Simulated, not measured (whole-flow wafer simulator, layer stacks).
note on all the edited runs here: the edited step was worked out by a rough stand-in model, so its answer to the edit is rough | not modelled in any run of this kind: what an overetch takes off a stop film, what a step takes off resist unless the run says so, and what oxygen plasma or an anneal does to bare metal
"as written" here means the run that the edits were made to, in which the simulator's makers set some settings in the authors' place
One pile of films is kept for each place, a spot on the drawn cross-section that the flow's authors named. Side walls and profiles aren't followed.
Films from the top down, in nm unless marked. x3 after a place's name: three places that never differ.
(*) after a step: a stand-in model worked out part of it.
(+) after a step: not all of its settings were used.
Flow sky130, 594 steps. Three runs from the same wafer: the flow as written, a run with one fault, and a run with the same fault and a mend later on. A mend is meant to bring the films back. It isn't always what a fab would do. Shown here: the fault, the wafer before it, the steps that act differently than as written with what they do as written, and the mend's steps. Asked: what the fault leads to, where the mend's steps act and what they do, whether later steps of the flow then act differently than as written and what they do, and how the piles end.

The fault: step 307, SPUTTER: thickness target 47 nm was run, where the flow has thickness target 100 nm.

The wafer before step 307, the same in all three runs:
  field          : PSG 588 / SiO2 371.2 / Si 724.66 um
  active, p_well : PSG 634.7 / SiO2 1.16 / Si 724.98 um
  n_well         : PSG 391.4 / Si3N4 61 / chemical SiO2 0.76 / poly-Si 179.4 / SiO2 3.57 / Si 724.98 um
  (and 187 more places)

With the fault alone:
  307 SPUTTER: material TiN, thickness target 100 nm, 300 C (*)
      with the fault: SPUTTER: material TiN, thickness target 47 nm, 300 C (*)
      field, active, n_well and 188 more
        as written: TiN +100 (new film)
        with the fault: TiN +47 (new film)
  Later steps of the flow that act differently than as written (1 more step differs only slightly, by at most 2% or 0.5 nm, whichever is larger, and isn't shown):
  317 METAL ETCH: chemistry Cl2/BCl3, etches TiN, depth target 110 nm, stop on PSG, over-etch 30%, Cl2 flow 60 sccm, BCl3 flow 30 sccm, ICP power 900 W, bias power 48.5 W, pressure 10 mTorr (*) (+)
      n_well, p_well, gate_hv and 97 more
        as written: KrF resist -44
        with the fault: KrF resist -23.7
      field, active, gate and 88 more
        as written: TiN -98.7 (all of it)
        with the fault: TiN -45.7 (all of it)
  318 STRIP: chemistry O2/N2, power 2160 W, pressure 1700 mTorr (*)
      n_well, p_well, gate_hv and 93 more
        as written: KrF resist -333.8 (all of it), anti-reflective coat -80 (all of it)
        with the fault: KrF resist -354.1 (all of it), anti-reflective coat -80 (all of it)
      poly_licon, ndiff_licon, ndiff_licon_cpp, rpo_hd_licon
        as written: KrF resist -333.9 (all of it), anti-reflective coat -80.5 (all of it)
        with the fault: KrF resist -354.1 (all of it), anti-reflective coat -80.5 (all of it)
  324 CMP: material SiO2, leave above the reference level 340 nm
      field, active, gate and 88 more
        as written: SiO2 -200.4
        with the fault: SiO2 -253.4
  At the end the piles differ from the flow's by more than 2% or 0.5 nm, whichever is larger, at n_well, p_well, gate_hv and 118 more.
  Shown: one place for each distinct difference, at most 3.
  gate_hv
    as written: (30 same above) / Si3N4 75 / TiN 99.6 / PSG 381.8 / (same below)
    with the fault: (30 same above) / Si3N4 75 / TiN 46.6 / PSG 381.8 / (same below)
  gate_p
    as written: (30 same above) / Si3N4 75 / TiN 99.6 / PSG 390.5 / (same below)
    with the fault: (30 same above) / Si3N4 75 / TiN 46.6 / PSG 390.5 / (same below)
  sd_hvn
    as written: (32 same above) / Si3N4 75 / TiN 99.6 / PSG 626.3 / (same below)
    with the fault: (32 same above) / Si3N4 75 / TiN 46.6 / PSG 626.3 / (same below)

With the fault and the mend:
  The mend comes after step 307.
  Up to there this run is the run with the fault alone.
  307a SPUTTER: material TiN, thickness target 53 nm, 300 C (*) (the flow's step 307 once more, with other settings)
      field, active, n_well and 188 more
        TiN +53
  No later step of the flow acts differently than as written, at any place that is followed, by more than 2% or 0.5 nm, whichever is larger.
  At the end the piles are the same as the flow's at every place that both follow.
